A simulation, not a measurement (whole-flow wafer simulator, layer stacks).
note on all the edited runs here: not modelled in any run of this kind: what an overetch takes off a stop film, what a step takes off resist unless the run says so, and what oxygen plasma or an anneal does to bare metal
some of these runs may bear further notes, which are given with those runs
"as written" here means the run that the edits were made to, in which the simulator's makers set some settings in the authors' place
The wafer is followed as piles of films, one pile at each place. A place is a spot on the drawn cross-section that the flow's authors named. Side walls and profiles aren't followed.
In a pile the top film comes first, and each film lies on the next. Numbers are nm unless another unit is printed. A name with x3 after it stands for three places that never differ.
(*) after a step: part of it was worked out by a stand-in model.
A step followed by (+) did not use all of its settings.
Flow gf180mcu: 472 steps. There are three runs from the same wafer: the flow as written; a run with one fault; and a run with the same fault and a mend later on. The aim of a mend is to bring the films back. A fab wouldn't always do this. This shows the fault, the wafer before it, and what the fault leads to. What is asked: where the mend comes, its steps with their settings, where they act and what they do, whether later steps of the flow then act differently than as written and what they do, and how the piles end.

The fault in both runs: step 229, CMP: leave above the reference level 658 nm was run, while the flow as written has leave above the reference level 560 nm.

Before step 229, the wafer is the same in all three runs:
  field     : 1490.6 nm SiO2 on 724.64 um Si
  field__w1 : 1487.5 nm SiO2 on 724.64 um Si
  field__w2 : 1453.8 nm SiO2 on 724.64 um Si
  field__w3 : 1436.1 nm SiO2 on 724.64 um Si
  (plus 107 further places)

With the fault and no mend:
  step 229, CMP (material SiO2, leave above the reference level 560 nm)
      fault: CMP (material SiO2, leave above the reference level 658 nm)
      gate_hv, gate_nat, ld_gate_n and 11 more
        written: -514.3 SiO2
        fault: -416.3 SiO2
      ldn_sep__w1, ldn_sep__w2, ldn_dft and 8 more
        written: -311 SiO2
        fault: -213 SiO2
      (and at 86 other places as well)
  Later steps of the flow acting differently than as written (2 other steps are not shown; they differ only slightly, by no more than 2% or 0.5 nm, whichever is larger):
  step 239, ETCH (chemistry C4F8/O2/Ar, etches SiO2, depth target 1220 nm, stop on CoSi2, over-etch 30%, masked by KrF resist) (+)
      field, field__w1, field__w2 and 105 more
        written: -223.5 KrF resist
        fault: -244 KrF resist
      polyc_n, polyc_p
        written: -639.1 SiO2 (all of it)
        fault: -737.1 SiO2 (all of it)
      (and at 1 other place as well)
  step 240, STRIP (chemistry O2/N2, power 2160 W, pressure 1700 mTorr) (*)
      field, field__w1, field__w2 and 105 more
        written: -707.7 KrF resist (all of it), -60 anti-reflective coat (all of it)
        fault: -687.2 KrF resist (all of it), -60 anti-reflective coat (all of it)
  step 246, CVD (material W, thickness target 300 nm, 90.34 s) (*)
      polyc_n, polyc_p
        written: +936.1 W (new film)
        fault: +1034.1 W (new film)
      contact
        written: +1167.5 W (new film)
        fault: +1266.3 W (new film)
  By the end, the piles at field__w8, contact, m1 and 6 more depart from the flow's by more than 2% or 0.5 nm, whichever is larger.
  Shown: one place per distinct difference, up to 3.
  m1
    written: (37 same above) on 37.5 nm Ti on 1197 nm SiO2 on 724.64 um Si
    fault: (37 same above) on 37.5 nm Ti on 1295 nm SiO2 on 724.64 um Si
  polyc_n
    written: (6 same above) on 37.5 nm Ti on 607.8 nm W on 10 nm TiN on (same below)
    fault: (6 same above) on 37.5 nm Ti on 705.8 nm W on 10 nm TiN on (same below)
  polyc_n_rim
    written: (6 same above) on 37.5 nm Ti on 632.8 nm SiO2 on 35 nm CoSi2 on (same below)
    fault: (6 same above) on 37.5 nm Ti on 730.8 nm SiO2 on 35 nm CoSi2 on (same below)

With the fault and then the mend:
  After step 237 comes the mend.
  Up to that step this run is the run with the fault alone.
  step 237a, STRIP (chemistry O2/N2, power 2160 W, pressure 1700 mTorr) (*)
      field, field__w1, field__w2 and 105 more
        -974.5 KrF resist (all of it), -60 anti-reflective coat (all of it)
      contact, polyc_n, polyc_p
        -60 anti-reflective coat (all of it)
  step 237b, CMP (material SiO2, leave above the reference level 560 nm) (a further turn of the flow's step 229)
      field, field__w1, field__w2 and 108 more
        -98 SiO2
  step 237c, HMDS (120 C, 60 s) (a further turn of the flow's step 231)
      does not change any film at any place that is followed
  step 237d, COAT (anti-reflective coat, thickness 60 nm, 182 C, 71 s) (a further turn of the flow's step 232)
      field, field__w1, field__w2 and 108 more
        +60 anti-reflective coat (new film)
  step 237e, COAT (KrF resist, thickness 1000 nm) (a further turn of the flow's step 233)
      field, field__w1, field__w2 and 108 more
        +1000 KrF resist (new film)
  step 237f, SOFTBAKE (KrF resist) (a further turn of the flow's step 234)
      does not change any film at any place that is followed
  step 237g, EXPOSE (photomask Contact) (a further turn of the flow's step 235)
      does not change any film at any place that is followed
  step 237h, PEB (KrF resist, 135 C, 90 s) (a further turn of the flow's step 236)
      field, field__w1, field__w2 and 108 more
        -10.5 KrF resist
  step 237i, DEVELOP (KrF resist, thickness 1000 nm, 60 s) (a further turn of the flow's step 237)
      field, field__w1, field__w2 and 105 more
        -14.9 KrF resist
      contact, polyc_n, polyc_p
        -989.5 KrF resist (all of it)
  None of the later steps of the flow acts differently than as written at any place that is followed.
  By the end, the piles equal the flow's at every place that both follow.
